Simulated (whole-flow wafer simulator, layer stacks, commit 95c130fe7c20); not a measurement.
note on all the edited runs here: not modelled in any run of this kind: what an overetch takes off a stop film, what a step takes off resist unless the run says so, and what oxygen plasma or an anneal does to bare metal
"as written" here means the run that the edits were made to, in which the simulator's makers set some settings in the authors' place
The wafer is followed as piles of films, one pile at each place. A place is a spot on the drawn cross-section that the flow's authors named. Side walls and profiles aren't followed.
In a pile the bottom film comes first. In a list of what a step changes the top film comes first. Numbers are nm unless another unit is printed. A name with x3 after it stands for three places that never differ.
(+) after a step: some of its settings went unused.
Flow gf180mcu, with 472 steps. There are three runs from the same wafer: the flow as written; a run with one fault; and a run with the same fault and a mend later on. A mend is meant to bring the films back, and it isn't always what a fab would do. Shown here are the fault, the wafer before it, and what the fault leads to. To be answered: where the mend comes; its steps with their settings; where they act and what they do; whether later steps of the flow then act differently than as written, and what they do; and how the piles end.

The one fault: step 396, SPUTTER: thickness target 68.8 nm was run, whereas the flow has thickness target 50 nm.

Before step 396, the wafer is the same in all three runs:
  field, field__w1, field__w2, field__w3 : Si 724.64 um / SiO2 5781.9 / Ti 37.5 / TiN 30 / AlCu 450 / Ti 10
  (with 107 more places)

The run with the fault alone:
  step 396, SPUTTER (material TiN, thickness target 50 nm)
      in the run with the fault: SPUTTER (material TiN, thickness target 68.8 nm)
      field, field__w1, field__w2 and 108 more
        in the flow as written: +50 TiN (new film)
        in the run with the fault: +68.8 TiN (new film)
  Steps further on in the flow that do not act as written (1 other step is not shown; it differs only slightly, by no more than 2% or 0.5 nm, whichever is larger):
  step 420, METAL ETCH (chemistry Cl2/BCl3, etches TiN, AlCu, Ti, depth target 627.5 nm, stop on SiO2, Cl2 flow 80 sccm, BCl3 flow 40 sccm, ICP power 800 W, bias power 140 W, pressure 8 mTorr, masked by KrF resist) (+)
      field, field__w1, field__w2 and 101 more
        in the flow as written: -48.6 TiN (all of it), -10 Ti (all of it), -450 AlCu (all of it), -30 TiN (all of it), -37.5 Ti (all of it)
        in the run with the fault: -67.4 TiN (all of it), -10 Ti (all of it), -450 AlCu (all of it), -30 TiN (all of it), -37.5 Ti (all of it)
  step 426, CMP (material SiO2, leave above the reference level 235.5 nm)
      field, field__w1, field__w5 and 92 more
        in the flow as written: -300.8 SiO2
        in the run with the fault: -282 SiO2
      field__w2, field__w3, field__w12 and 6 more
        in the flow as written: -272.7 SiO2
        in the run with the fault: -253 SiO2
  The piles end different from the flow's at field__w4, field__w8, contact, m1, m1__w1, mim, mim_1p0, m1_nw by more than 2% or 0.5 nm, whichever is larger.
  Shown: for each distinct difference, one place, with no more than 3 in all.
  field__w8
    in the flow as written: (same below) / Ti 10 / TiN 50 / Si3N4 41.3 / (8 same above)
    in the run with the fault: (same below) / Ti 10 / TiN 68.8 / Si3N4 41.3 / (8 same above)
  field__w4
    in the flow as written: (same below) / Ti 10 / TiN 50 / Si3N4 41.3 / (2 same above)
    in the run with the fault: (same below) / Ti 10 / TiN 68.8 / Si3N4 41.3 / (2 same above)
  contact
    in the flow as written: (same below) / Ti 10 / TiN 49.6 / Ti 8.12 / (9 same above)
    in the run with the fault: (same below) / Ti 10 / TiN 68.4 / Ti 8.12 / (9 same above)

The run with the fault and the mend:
  After step 396 comes the mend.
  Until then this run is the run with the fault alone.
  step 396a, METAL ETCH (chemistry Cl2/BCl3, etches TiN, AlCu, Ti, depth target 18.8 nm, Cl2 flow 80 sccm, BCl3 flow 40 sccm, ICP power 800 W, bias power 140 W, pressure 8 mTorr) (the flow's step 260 again, with other settings)
      field, field__w1, field__w2 and 108 more
        -18.8 TiN
  None of the later steps of the flow acts differently than as written at any place that is followed.
  The piles end the same as the flow's at every place that both follow.
